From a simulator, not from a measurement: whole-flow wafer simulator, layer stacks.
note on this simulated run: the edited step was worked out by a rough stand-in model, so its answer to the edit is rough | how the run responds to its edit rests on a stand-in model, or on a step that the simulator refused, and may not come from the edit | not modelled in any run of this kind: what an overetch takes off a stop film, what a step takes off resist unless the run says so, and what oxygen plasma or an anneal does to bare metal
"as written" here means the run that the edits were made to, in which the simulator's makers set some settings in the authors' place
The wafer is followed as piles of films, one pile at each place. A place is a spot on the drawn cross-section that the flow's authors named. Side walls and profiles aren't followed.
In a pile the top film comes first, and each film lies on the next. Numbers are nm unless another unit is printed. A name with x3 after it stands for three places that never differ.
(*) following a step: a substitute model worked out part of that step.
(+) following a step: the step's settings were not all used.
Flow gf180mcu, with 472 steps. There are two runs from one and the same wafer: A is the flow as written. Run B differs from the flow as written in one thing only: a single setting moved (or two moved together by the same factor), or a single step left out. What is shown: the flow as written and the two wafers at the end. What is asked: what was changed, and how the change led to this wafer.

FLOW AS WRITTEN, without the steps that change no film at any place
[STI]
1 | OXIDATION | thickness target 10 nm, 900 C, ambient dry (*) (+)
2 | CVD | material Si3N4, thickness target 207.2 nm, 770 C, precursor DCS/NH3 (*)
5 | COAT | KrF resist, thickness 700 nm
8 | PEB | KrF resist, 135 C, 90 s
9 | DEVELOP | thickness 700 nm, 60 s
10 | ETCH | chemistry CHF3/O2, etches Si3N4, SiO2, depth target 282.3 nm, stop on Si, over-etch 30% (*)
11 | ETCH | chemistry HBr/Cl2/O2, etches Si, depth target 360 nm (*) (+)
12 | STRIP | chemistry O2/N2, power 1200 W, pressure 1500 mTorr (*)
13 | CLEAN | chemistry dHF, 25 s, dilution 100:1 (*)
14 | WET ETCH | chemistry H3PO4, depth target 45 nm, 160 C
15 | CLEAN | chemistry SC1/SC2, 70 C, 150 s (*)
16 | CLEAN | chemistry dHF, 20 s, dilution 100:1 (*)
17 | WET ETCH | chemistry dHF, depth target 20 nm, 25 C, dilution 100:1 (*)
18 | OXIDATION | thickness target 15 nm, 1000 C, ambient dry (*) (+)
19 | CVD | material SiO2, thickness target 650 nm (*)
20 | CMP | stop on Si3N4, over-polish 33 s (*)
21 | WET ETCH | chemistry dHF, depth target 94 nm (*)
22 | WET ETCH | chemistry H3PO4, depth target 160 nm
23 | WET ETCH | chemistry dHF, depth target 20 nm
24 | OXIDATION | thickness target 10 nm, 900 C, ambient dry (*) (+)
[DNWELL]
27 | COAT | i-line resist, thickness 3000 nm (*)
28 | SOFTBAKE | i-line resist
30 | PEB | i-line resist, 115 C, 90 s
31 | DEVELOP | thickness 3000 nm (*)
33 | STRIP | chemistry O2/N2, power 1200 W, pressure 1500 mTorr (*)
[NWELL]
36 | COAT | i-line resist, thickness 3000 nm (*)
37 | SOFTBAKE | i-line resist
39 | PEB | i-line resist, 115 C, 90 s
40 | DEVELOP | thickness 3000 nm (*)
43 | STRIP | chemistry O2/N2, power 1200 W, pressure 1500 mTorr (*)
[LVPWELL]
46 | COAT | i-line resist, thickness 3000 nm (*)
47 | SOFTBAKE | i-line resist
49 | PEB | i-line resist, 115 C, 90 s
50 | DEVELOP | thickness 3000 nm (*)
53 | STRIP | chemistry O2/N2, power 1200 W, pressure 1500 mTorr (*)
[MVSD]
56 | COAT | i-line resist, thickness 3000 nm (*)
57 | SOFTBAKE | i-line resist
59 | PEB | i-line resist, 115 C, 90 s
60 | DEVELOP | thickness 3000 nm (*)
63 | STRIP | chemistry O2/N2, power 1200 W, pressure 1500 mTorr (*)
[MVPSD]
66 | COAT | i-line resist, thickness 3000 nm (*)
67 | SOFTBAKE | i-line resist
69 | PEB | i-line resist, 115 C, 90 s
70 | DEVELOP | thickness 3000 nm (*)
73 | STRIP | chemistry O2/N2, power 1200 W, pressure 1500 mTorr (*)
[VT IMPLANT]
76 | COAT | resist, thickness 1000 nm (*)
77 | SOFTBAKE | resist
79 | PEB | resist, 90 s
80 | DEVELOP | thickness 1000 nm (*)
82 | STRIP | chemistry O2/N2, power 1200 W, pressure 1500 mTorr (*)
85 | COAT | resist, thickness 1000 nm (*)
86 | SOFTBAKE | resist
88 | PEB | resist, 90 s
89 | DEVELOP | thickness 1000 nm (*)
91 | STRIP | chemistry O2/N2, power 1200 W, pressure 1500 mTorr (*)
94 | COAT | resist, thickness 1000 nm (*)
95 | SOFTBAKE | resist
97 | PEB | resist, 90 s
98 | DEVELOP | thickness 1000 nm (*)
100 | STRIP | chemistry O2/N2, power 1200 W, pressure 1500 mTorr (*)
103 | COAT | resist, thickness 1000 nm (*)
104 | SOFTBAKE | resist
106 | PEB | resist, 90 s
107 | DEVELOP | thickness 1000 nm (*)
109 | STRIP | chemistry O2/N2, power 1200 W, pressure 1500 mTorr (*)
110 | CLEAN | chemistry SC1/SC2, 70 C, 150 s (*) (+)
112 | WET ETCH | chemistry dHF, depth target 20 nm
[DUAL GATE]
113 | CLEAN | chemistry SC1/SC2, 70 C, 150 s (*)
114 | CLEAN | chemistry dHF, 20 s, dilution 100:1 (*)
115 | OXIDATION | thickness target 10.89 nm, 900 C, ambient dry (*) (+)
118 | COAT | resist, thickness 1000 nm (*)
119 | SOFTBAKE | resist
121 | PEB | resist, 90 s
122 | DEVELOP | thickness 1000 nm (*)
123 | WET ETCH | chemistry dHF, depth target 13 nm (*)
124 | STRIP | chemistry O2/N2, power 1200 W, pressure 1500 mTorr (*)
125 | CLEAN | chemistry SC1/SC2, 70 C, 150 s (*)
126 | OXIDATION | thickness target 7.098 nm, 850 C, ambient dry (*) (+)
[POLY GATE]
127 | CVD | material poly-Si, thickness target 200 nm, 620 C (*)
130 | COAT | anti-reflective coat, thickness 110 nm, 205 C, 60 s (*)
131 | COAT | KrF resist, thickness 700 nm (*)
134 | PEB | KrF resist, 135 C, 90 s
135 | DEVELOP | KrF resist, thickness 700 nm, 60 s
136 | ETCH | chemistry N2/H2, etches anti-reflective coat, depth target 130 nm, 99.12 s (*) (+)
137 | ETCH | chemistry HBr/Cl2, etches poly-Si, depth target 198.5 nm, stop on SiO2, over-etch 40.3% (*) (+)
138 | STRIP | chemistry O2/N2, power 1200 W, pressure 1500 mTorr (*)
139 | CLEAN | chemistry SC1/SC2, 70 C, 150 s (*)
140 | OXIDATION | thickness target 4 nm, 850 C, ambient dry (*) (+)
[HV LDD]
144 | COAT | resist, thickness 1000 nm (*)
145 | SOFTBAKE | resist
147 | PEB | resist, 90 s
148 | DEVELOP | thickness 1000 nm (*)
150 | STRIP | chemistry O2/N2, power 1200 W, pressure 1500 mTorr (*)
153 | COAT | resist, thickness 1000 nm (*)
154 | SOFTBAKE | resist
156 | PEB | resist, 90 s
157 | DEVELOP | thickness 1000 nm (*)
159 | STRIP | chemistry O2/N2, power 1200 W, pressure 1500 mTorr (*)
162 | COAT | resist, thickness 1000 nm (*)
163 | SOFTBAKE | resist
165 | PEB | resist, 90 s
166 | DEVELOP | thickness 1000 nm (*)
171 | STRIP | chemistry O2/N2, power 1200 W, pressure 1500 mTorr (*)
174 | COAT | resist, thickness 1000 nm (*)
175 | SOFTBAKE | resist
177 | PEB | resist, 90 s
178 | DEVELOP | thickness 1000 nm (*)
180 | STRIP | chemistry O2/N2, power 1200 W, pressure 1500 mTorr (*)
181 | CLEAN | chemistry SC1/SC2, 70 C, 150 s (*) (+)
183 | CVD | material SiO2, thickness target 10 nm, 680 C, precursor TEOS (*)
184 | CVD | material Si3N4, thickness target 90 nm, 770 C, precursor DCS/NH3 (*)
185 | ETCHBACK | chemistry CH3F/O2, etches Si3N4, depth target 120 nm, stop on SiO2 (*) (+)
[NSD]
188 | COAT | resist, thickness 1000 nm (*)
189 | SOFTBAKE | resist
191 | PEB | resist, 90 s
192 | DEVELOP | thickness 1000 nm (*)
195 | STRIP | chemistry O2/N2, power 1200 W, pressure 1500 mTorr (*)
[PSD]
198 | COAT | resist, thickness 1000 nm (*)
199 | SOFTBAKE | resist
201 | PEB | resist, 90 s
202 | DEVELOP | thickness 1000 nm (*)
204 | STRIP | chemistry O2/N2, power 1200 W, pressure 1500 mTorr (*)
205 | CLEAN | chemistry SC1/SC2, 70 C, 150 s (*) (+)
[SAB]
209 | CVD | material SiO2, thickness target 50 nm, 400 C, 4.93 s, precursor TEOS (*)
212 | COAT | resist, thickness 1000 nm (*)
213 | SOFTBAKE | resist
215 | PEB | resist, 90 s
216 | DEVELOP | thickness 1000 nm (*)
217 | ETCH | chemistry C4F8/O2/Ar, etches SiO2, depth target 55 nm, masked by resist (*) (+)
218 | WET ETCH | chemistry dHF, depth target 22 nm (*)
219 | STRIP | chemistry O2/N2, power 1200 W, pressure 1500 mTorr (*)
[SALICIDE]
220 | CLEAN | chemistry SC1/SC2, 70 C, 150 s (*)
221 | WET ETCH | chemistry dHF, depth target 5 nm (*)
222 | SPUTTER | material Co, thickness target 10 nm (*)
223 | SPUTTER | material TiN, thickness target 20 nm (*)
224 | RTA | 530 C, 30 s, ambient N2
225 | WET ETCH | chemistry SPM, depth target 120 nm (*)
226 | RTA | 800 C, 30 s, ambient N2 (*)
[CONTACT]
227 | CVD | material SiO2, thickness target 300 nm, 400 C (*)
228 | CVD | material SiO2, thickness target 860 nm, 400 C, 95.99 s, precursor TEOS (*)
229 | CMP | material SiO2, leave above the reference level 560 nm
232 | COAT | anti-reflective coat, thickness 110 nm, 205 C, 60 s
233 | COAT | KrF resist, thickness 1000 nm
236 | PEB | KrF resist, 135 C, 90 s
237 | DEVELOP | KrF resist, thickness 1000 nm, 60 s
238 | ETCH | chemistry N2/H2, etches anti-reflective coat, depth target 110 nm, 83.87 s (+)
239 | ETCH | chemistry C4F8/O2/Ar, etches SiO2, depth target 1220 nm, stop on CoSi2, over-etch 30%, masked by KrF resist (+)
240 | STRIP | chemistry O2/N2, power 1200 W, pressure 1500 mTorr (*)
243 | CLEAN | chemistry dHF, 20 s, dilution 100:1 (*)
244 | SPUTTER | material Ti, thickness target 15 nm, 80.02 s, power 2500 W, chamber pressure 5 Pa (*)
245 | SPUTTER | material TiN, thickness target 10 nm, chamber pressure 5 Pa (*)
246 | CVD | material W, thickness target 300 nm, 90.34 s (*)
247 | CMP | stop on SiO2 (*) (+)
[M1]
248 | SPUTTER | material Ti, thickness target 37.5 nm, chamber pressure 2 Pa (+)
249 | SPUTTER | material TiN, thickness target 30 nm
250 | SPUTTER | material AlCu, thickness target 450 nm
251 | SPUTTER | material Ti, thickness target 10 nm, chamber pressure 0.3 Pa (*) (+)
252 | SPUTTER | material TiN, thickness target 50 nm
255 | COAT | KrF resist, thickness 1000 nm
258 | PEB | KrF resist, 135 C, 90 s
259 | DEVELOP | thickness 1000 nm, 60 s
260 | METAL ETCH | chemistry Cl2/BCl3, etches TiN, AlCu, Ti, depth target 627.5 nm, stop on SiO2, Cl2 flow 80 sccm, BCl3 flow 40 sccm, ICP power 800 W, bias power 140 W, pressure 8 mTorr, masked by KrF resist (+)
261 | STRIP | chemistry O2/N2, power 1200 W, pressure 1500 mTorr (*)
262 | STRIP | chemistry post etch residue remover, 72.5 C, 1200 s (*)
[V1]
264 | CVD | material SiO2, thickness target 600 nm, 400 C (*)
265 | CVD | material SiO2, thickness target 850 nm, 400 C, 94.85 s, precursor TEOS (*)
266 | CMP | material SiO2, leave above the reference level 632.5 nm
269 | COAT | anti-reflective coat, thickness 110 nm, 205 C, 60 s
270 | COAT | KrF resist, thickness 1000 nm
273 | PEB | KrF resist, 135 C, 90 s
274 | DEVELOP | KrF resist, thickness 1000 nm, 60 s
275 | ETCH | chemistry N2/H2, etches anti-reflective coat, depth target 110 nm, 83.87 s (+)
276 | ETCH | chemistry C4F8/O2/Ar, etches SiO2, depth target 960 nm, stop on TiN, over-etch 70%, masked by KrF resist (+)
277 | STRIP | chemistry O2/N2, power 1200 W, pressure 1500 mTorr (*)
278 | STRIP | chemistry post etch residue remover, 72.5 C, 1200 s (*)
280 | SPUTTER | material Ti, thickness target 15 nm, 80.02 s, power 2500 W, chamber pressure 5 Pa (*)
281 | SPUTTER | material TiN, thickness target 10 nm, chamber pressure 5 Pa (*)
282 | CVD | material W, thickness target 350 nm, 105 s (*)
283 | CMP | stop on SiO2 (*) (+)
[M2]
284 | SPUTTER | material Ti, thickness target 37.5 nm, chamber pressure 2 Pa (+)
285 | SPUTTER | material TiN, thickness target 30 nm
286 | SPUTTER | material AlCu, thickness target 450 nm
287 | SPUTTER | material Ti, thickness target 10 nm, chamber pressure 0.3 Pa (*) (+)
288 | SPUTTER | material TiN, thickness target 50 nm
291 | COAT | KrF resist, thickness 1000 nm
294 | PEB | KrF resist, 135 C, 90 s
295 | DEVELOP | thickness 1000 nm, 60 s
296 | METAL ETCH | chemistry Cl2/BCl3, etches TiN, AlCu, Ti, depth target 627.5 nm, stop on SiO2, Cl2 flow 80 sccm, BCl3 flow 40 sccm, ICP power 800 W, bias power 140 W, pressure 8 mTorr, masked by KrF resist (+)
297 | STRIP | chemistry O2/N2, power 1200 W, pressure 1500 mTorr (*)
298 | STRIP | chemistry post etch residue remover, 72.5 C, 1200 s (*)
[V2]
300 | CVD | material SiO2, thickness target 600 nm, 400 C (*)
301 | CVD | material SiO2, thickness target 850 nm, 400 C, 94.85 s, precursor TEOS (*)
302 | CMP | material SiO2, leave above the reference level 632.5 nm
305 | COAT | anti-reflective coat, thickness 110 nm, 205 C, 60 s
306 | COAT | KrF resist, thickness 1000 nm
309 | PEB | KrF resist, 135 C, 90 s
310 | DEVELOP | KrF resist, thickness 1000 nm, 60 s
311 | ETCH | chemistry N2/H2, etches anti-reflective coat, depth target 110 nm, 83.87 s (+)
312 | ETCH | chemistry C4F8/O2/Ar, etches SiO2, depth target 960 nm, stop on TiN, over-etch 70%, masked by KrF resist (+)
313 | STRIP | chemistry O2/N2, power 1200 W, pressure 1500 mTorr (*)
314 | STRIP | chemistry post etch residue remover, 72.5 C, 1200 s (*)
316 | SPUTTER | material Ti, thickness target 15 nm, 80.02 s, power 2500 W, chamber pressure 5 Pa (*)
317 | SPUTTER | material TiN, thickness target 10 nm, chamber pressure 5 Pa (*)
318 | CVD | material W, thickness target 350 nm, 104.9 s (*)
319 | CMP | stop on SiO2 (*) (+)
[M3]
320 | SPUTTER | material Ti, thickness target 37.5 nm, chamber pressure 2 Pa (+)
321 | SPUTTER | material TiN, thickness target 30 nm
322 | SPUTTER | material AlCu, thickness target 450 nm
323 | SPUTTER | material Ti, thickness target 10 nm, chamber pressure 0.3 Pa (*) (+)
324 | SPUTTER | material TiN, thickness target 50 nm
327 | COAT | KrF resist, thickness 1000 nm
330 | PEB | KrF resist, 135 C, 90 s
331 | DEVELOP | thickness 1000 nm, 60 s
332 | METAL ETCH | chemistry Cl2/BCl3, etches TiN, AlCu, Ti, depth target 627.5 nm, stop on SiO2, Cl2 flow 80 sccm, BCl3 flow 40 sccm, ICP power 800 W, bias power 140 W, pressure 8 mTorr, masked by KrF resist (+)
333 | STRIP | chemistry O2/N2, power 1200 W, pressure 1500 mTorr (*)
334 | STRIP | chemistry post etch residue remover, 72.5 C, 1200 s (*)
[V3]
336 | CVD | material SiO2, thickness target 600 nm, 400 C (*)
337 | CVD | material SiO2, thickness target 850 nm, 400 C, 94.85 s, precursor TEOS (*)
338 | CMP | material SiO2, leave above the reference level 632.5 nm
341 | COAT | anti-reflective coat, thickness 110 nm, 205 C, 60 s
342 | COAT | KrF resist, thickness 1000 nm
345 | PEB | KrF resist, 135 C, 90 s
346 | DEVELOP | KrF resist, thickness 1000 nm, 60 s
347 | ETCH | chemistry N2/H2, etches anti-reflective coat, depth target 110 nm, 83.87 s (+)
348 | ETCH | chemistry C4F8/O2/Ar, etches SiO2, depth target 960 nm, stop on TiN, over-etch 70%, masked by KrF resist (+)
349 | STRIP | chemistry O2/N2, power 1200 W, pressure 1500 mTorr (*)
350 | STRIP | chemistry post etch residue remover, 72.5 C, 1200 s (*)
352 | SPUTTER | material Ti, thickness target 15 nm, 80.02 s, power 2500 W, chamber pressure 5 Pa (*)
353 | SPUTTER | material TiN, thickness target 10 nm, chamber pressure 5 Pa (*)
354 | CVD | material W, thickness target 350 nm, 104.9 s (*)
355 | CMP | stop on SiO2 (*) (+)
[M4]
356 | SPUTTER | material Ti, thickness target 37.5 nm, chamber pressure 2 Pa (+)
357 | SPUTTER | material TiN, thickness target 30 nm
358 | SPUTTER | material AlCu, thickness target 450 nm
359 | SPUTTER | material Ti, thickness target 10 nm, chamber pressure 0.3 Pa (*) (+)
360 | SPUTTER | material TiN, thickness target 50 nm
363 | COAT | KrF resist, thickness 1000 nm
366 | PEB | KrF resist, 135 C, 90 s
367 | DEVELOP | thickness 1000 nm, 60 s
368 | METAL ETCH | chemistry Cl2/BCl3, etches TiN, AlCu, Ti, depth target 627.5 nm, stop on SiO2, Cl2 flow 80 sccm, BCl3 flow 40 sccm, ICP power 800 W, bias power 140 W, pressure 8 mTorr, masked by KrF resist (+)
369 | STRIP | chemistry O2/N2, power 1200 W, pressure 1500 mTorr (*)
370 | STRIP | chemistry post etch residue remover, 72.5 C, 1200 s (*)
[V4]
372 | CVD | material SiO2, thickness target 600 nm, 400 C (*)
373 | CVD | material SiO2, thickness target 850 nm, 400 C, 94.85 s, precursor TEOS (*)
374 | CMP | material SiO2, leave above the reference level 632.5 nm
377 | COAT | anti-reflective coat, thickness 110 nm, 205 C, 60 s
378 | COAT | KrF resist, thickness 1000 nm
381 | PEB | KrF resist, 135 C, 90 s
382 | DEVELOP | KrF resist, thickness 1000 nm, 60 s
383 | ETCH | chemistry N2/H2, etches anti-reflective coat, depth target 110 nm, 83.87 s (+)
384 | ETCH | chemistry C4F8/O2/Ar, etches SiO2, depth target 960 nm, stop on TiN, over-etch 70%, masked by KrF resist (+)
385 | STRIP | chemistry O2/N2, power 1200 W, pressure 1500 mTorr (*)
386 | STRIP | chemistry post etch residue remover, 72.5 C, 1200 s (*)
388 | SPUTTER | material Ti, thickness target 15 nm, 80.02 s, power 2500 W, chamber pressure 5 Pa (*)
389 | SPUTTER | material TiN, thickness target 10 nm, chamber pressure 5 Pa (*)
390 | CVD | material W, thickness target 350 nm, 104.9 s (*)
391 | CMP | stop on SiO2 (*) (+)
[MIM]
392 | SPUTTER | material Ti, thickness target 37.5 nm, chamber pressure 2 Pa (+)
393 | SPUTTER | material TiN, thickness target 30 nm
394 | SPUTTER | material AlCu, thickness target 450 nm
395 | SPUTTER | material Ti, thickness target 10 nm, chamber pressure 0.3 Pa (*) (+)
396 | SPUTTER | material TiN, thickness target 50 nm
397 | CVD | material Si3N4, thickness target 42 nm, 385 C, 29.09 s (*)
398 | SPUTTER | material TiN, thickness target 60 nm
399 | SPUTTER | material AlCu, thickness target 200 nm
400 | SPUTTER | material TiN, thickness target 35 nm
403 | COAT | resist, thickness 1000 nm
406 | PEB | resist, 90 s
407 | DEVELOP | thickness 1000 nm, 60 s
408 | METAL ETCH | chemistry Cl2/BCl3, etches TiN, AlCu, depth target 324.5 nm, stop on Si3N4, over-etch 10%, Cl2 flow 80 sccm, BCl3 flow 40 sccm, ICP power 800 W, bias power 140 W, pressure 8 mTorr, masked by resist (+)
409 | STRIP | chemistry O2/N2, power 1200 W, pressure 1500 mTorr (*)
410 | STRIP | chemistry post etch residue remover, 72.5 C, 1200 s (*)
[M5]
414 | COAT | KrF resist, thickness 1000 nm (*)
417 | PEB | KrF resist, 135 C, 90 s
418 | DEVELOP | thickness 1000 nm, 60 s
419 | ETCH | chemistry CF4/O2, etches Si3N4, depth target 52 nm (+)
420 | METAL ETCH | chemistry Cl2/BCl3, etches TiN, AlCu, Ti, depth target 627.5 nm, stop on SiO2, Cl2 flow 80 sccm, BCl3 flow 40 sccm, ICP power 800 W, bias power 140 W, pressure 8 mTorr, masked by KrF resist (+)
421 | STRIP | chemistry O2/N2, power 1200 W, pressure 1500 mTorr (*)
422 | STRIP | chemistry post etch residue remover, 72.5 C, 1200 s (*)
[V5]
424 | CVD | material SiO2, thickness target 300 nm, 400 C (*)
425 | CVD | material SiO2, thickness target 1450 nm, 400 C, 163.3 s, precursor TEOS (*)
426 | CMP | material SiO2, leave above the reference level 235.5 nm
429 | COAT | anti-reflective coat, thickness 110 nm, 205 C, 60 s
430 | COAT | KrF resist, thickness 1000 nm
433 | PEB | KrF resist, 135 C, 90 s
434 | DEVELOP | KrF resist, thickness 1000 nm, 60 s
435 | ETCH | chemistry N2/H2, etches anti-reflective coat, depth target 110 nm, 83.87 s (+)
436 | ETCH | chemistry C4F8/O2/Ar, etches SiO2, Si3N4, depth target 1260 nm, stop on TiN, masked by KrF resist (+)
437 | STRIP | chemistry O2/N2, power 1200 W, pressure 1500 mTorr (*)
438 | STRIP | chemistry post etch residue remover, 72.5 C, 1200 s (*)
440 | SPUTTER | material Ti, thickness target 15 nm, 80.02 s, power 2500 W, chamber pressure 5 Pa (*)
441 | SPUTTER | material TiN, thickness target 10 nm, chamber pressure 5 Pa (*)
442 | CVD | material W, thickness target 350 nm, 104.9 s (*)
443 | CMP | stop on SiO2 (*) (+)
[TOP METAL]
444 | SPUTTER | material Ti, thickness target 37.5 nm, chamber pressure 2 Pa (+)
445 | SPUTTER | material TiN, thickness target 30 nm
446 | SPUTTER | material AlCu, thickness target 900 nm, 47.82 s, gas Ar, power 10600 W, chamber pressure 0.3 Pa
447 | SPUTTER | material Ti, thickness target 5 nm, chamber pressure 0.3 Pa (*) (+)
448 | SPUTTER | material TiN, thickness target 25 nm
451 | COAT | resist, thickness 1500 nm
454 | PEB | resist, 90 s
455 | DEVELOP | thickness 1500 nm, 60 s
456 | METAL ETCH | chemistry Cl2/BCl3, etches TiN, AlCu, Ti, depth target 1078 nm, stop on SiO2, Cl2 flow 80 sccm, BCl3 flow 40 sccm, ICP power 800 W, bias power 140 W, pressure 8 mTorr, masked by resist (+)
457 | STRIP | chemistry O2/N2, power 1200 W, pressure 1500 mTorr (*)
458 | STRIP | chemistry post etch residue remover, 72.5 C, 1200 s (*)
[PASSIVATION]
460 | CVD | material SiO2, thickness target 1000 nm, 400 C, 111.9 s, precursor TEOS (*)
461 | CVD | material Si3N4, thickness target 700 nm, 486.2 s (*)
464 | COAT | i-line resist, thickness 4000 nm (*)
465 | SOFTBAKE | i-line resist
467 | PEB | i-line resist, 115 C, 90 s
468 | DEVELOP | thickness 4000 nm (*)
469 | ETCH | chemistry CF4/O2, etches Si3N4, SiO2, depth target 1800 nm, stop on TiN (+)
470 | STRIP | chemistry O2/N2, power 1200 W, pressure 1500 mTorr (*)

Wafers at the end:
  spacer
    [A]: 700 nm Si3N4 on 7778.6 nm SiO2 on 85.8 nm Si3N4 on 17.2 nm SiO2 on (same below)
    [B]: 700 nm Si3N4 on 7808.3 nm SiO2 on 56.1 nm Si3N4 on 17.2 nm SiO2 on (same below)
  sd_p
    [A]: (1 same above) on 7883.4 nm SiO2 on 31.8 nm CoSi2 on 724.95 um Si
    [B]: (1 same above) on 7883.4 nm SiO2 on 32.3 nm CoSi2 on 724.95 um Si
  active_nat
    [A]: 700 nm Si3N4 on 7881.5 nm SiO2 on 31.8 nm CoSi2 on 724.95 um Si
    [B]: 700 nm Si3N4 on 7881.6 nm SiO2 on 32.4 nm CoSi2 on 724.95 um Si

What caused this: step 184, CVD: thickness target 60.3 nm was run, whereas the flow has thickness target 90 nm.

Step by step, how the change led to this:
  184 | CVD | material Si3N4, thickness target 90 nm, 770 C, precursor DCS/NH3 (*)
      field, field__w1, field__w2 and 101 more: A Si3N4 gains 90 (new film) | B Si3N4 gains 60.3 (new film)
  185 | ETCHBACK | chemistry CH3F/O2, etches Si3N4, depth target 120 nm, stop on SiO2 (*) (+)
      field, field__w1, field__w2 and 55 more: A Si3N4 loses 90 (all of it), SiO2 loses 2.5 | B Si3N4 loses 60.3 (all of it), SiO2 loses 4.98
      active, n_well, p_well and 42 more: A Si3N4 loses 90 (all of it), SiO2 loses 2.5 | B Si3N4 loses 60.3 (all of it), SiO2 loses 4.97
  188 | COAT | resist, thickness 1000 nm (*)
      spacer: A resist gains 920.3 (new film) | B resist gains 947.3 (new film)
  189 | SOFTBAKE | resist
      field: A resist gains 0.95 | B nothing
      nw_sep_fld: A resist gains 1.07 | B nothing
  191 | PEB | resist, 90 s
      spacer: A resist loses 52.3 | B resist loses 54
  192 | DEVELOP | thickness 1000 nm (*)
      spacer: A resist loses 868 (all of it) | B resist loses 893.4 (all of it)
  198 | COAT | resist, thickness 1000 nm (*)
      spacer: A resist gains 920.3 (new film) | B resist gains 947.3 (new film)
  199 | SOFTBAKE | resist
      field: A resist gains 0.95 | B nothing
      nw_sep_fld: A resist gains 1.07 | B nothing
  201 | PEB | resist, 90 s
      spacer: A resist loses 52.3 | B resist loses 54
  204 | STRIP | chemistry O2/N2, power 1200 W, pressure 1500 mTorr (*)
      spacer: A resist loses 868 (all of it) | B resist loses 893.4 (all of it)
  212 | COAT | resist, thickness 1000 nm (*)
      spacer: A resist gains 919.2 (new film) | B resist gains 946.2 (new film)
  215 | PEB | resist, 90 s
      spacer: A resist loses 52.3 | B resist loses 53.9
  216 | DEVELOP | thickness 1000 nm (*)
      spacer: A resist loses 866.9 (all of it) | B resist loses 892.3 (all of it)
  218 | WET ETCH | chemistry dHF, depth target 22 nm (*)
      gate, gate_hv, gate_p and 23 more: A SiO2 loses 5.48 (all of it) | B SiO2 loses 3 (all of it)
      active, p_well, sd_n, iso_ptap_pw, iso_ntap_nw, iso_ptap_sub, vpnp_e: A SiO2 loses 9.01 (all of it) | B SiO2 loses 6.53 (all of it)
      (also at 16 further places)
  222 | SPUTTER | material Co, thickness target 10 nm (*)
      field__w2: A Co gains 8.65 (new film) | B Co gains 9.28 (new film)
      field__w3: A Co gains 8.06 (new film) | B Co gains 8.89 (new film)
      (also at 4 further places)
  223 | SPUTTER | material TiN, thickness target 20 nm (*)
      field__w2: A TiN gains 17 (new film) | B TiN gains 18.2 (new film)
      field__w3: A TiN gains 15.7 (new film) | B TiN gains 17.3 (new film)
      (also at 6 further places)
  ... 3 other steps ...
  229 | CMP | material SiO2, leave above the reference level 560 nm
      spacer: A SiO2 loses 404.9 | B SiO2 loses 375.2
